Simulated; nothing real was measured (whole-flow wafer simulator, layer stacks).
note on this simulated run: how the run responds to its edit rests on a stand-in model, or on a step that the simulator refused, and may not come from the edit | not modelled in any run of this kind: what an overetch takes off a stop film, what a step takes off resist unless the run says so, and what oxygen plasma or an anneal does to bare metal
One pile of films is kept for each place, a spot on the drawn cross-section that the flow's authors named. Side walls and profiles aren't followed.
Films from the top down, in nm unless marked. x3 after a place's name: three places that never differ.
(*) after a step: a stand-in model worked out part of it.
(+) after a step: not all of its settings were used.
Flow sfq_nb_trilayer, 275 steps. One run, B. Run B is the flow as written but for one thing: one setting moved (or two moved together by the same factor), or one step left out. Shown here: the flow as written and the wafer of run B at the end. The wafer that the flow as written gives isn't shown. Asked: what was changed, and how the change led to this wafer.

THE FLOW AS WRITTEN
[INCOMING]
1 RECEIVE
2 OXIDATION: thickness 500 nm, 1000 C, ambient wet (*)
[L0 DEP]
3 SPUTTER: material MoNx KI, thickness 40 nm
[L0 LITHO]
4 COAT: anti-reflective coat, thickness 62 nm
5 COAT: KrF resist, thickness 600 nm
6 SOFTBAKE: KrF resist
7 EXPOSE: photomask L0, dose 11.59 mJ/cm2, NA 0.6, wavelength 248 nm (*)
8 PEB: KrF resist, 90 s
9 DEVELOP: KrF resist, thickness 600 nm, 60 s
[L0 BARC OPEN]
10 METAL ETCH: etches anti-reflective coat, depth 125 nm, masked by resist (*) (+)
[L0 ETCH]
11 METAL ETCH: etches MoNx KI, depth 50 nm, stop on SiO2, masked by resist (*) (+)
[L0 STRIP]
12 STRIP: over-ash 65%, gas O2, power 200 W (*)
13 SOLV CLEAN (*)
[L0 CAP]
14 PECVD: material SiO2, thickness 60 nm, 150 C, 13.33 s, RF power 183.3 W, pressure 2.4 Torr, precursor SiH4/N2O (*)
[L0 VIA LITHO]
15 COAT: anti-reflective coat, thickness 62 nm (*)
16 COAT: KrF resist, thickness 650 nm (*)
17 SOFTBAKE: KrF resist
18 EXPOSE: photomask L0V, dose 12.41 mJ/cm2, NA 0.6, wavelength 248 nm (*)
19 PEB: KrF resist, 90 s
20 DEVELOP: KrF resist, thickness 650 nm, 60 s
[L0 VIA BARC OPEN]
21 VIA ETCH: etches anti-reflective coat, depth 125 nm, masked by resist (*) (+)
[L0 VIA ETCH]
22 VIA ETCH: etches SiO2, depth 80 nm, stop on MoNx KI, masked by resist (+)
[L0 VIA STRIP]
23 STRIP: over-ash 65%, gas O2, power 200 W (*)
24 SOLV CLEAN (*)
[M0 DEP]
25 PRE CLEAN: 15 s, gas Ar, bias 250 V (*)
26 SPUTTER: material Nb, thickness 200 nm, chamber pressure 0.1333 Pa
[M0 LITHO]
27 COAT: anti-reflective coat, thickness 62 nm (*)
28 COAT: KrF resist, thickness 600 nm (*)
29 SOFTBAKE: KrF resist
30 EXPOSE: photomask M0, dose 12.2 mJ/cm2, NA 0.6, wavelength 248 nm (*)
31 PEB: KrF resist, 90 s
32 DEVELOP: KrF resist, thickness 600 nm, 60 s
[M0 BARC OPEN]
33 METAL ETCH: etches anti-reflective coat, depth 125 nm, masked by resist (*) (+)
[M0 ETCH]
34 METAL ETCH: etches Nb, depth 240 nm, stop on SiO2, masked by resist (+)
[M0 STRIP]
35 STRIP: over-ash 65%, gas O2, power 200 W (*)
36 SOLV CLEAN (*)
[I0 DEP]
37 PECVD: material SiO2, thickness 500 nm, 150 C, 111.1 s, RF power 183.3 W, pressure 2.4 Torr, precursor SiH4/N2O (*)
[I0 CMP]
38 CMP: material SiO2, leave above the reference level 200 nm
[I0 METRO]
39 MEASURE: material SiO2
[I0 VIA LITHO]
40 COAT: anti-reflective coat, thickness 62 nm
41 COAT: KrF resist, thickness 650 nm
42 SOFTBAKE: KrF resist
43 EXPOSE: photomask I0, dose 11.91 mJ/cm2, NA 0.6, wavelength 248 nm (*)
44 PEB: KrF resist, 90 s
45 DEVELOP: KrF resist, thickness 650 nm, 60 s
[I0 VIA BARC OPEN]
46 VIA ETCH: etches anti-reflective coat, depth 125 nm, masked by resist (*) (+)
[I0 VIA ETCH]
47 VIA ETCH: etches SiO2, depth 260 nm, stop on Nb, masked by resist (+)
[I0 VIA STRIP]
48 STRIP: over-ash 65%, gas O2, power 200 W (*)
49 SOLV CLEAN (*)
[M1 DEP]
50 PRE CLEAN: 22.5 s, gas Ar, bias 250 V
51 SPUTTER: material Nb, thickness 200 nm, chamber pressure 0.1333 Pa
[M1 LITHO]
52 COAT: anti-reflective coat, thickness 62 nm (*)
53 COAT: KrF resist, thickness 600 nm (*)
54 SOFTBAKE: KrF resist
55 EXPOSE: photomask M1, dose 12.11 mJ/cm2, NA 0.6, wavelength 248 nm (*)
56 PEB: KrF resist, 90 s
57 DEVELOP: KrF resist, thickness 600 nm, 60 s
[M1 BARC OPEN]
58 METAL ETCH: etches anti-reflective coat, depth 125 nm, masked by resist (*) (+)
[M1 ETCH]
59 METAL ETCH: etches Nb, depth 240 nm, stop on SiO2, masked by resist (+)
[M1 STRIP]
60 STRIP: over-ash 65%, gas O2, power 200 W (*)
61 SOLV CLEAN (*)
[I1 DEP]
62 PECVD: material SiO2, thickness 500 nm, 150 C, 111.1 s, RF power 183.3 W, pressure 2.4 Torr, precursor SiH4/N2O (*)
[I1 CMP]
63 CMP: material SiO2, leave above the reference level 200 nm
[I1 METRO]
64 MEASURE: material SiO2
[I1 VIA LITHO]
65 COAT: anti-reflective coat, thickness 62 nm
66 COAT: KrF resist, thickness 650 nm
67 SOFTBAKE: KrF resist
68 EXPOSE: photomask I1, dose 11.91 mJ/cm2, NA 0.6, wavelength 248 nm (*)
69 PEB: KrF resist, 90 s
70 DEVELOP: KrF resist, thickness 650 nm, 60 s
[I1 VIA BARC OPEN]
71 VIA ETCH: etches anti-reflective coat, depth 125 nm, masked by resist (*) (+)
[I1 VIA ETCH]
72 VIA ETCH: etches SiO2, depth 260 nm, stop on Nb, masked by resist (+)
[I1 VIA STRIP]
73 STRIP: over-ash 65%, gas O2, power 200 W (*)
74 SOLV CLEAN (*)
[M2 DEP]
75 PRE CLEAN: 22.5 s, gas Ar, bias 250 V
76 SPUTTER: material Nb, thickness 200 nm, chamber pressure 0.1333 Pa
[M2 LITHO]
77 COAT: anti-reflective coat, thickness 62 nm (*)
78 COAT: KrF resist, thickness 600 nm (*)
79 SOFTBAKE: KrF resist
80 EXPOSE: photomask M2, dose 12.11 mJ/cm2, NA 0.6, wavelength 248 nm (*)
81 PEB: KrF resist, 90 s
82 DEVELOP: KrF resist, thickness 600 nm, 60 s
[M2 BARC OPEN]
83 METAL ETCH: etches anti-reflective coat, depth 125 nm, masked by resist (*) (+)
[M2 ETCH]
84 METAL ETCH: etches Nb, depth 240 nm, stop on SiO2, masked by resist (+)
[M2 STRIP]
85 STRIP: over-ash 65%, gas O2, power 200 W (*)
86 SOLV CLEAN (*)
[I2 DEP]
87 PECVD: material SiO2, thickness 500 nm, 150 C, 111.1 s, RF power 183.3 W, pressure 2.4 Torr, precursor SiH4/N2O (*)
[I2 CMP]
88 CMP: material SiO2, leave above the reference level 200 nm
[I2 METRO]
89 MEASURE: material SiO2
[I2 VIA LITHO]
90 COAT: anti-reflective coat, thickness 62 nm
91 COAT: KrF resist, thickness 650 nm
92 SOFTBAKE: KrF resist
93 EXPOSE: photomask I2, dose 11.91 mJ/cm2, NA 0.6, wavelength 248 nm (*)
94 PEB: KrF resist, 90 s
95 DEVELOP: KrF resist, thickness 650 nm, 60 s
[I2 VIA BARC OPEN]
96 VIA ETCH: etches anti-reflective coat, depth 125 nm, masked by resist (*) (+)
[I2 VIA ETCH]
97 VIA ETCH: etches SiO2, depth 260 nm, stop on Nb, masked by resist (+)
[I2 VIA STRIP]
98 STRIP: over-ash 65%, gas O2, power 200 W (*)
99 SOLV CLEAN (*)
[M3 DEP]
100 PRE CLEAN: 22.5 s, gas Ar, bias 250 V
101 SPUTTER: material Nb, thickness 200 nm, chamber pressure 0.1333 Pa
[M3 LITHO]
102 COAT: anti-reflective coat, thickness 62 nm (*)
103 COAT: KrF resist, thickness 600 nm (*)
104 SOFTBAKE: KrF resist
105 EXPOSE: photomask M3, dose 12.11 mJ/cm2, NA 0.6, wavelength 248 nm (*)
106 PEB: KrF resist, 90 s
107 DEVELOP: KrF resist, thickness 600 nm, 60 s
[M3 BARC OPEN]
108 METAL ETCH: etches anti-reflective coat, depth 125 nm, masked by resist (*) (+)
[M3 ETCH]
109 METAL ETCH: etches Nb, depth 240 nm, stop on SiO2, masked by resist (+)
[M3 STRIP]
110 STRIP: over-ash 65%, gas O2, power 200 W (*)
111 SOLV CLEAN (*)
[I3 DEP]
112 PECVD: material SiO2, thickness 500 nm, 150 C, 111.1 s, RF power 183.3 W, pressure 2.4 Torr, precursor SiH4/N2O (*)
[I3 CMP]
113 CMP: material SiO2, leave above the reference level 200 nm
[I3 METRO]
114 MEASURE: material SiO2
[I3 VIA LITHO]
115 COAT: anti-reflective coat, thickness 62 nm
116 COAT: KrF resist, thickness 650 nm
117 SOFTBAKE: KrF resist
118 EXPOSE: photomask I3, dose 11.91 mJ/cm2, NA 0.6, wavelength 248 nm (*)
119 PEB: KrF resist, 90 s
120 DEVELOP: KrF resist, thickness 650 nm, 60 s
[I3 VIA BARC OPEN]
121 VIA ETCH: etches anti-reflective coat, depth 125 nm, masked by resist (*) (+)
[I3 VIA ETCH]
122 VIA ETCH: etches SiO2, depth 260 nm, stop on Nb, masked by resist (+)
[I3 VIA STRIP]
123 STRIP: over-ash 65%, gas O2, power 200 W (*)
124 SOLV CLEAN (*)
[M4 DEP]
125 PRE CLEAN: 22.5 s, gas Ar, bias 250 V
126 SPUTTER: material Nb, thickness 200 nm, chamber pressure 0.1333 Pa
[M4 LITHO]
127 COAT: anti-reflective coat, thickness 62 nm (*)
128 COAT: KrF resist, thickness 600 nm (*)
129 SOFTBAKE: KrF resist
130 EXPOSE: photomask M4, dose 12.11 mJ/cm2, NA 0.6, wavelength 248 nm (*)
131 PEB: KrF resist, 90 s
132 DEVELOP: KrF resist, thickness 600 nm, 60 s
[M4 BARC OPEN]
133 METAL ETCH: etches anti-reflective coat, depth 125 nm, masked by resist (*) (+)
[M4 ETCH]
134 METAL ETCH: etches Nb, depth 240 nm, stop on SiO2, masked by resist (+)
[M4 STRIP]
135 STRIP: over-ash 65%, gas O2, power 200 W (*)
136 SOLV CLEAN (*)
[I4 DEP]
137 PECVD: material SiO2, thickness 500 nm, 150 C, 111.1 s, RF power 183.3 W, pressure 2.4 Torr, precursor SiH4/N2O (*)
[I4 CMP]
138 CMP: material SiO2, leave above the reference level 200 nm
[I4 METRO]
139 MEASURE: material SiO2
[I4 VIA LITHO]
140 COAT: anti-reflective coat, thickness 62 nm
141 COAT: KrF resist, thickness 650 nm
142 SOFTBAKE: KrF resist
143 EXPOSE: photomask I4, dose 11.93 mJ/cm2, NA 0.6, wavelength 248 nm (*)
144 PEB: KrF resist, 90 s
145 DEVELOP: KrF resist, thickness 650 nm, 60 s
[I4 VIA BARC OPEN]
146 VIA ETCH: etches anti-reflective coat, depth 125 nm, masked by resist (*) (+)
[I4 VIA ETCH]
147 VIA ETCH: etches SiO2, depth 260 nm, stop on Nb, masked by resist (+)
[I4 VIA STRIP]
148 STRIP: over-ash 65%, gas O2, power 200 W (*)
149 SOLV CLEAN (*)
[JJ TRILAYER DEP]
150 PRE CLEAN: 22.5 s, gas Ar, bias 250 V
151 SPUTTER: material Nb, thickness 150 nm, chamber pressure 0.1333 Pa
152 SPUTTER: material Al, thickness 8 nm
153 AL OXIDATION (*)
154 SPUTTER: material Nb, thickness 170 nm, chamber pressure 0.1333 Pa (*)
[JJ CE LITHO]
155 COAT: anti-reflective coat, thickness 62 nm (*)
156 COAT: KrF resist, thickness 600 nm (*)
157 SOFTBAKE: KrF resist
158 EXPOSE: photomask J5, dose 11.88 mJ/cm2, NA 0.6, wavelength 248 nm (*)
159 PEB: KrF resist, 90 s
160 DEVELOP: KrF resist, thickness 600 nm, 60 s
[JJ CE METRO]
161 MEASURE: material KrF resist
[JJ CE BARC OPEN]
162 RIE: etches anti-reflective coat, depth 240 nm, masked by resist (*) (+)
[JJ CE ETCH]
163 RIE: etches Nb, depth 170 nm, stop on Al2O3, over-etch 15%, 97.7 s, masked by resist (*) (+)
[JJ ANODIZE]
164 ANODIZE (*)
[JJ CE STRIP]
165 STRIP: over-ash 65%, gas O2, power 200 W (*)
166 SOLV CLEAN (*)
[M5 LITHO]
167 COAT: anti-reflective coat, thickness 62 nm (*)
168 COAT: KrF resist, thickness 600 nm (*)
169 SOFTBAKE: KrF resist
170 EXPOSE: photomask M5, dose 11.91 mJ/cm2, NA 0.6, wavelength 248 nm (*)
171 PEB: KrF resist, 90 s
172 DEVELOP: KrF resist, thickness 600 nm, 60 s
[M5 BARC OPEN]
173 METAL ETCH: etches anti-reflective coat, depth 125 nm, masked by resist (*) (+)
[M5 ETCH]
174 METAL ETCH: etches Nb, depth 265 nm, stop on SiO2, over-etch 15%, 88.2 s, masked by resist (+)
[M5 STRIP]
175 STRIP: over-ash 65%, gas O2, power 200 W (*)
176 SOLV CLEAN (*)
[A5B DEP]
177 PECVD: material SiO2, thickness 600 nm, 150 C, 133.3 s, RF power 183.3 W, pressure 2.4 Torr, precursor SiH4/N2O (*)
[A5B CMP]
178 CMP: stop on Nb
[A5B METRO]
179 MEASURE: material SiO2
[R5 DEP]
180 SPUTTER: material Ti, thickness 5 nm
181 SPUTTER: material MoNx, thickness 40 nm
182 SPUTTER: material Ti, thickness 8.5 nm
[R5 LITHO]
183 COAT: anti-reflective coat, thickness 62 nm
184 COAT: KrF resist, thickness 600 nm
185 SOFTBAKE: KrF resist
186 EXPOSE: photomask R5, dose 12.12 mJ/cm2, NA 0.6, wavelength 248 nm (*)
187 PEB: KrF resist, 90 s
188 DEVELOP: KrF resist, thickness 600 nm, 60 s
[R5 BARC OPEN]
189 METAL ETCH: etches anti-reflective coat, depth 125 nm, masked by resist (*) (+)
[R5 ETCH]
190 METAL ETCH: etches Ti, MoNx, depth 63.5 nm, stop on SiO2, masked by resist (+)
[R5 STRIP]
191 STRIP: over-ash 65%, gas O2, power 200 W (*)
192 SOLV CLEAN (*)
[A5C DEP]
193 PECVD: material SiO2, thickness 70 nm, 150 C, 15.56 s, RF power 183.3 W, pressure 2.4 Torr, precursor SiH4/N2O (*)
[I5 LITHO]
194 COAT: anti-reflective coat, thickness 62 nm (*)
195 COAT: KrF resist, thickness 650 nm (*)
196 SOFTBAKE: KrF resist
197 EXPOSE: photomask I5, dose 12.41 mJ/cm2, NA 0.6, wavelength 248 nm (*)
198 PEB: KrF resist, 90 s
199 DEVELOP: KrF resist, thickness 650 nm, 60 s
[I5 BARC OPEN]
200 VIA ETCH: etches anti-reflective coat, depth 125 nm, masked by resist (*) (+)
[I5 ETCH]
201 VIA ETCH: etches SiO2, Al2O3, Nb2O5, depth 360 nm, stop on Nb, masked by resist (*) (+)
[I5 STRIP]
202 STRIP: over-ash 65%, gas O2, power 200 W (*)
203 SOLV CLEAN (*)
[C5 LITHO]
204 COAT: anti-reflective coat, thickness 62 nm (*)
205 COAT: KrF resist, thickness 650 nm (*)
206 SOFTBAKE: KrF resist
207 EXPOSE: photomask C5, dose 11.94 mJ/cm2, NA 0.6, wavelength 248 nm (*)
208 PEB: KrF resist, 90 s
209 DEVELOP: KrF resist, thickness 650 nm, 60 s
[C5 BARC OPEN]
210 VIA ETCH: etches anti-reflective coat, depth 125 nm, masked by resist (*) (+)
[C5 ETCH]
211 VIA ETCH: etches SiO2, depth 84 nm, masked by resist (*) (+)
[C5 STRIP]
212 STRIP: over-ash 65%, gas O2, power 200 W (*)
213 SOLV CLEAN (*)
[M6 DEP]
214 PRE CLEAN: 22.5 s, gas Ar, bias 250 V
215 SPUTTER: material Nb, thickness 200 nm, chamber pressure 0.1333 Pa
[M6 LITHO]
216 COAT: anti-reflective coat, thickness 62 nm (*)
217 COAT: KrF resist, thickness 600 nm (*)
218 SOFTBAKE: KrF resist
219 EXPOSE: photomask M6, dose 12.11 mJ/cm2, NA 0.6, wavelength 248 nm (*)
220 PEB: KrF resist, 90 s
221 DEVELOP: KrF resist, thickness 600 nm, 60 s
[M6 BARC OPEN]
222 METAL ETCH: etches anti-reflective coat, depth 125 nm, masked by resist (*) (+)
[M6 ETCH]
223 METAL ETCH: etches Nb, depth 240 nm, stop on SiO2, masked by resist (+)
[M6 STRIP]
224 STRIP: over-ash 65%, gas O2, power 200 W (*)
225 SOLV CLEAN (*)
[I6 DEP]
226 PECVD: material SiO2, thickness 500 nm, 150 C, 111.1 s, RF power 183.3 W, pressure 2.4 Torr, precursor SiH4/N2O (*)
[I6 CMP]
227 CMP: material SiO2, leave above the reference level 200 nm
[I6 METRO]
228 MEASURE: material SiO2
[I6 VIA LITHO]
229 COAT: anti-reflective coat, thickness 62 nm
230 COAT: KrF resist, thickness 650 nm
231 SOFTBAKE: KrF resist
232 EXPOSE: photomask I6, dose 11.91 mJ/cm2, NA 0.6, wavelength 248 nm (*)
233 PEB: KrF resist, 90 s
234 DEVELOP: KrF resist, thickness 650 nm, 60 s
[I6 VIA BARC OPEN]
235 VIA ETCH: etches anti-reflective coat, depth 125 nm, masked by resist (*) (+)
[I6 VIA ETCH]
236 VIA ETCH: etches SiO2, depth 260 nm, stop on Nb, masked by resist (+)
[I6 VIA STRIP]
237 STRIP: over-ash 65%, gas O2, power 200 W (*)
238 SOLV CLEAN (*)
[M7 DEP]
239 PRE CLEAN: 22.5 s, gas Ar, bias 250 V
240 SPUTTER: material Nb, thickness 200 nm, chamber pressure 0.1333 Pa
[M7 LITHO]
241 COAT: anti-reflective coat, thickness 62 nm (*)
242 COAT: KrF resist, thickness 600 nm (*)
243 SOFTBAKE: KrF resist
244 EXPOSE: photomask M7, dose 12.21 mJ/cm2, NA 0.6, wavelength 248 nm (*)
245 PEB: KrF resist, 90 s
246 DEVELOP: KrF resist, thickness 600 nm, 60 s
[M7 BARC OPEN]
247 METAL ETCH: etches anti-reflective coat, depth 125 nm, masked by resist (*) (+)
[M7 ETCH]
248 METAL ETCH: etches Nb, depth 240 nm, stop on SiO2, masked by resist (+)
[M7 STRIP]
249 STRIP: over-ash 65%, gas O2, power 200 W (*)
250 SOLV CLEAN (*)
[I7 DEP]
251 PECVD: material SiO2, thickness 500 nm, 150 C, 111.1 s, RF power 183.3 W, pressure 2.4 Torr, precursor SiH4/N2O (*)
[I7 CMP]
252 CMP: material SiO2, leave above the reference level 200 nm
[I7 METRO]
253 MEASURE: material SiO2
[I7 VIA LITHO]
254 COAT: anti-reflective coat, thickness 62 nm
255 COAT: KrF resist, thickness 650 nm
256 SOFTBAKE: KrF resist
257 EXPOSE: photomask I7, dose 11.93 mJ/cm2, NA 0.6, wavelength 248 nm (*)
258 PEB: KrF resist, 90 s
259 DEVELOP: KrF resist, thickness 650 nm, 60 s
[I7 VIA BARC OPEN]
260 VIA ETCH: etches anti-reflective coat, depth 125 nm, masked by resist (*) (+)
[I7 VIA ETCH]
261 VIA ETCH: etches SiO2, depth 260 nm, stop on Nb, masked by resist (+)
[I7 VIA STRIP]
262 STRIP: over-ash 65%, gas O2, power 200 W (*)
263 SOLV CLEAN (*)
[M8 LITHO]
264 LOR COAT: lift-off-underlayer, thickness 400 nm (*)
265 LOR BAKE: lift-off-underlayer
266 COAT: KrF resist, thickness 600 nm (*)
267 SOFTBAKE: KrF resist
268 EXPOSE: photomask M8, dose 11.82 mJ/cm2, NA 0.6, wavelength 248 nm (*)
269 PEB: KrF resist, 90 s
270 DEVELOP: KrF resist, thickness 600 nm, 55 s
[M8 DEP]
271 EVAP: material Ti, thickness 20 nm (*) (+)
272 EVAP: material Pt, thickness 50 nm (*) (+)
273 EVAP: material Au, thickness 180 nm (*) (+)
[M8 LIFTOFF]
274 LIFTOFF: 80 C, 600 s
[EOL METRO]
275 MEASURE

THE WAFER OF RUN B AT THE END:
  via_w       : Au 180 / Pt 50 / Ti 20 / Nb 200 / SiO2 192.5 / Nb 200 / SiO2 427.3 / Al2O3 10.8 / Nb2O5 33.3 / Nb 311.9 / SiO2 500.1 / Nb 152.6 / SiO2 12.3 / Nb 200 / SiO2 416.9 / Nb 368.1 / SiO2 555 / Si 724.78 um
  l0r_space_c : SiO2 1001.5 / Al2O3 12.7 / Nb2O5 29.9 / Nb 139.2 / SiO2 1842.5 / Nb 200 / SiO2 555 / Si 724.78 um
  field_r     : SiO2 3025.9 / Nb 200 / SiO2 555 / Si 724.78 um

The cause: step 88, CMP: leave above the reference level 280 nm was run, where the flow has leave above the reference level 200 nm.

How the change led to this, step by step:
  88 CMP: material SiO2, leave above the reference level 200 nm
      field_l, be, be_sur and 81 more: SiO2 -20 (as written it would be: SiO2 -100)
      v_sur, via_wl, via_w and 18 more: SiO2 -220 (as written it would be: SiO2 -300)
      (and at 1 more place)
  97 VIA ETCH: etches SiO2, depth 260 nm, stop on Nb, masked by resist (+)
      via_w: SiO2 -260 (as written it would be: SiO2 -199.8 (all of it))
  100 PRE CLEAN: 22.5 s, gas Ar, bias 250 V
      via_w: SiO2 -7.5 (as written it would be: Nb -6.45)
  101 SPUTTER: material Nb, thickness 200 nm, chamber pressure 0.1333 Pa
      via_w: Nb +152.6 (new film) (as written it would be: Nb +165.5)
  102 COAT: anti-reflective coat, thickness 62 nm (*)
      via_wl, via_wr: anti-reflective coat +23 (new film) (as written it would be: anti-reflective coat +34.2 (new film))
      v_sur: anti-reflective coat +55.7 (new film) (as written it would be: anti-reflective coat +61.1 (new film))
      (and at 2 more places)
  103 COAT: KrF resist, thickness 600 nm (*)
      via_w: KrF resist +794 (new film) (as written it would be: KrF resist +737.9 (new film))
  110 STRIP: over-ash 65%, gas O2, power 200 W (*)
      v_sur: KrF resist -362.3 (all of it), anti-reflective coat -55.7 (all of it) (as written it would be: KrF resist -365.3 (all of it), anti-reflective coat -61.1 (all of it))
      via_wl: KrF resist -383.9 (all of it), anti-reflective coat -23 (all of it) (as written it would be: KrF resist -384.2 (all of it), anti-reflective coat -34.2 (all of it))
      (and at 3 more places)
  112 PECVD: material SiO2, thickness 500 nm, 150 C, 111.1 s, RF power 183.3 W, pressure 2.4 Torr, precursor SiH4/N2O (*)
      via_w: SiO2 +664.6 (new film) (as written it would be: SiO2 +615 (new film))
  113 CMP: material SiO2, leave above the reference level 200 nm
      via_w: SiO2 -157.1 (as written it would be: SiO2 -181.6)
Counting metal films that touch as one body, via_w has 6 bodies (between them, from the top down: SiO2 192.5; SiO2 427.3 / Al2O3 10.8 / Nb2O5 33.3; SiO2 500.1; SiO2 12.3; SiO2 416.9); the flow as written gives 5 bodies (between them, from the top down: SiO2 192.5; SiO2 427.3 / Al2O3 10.8 / Nb2O5 33.3; SiO2 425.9; SiO2 416.9).
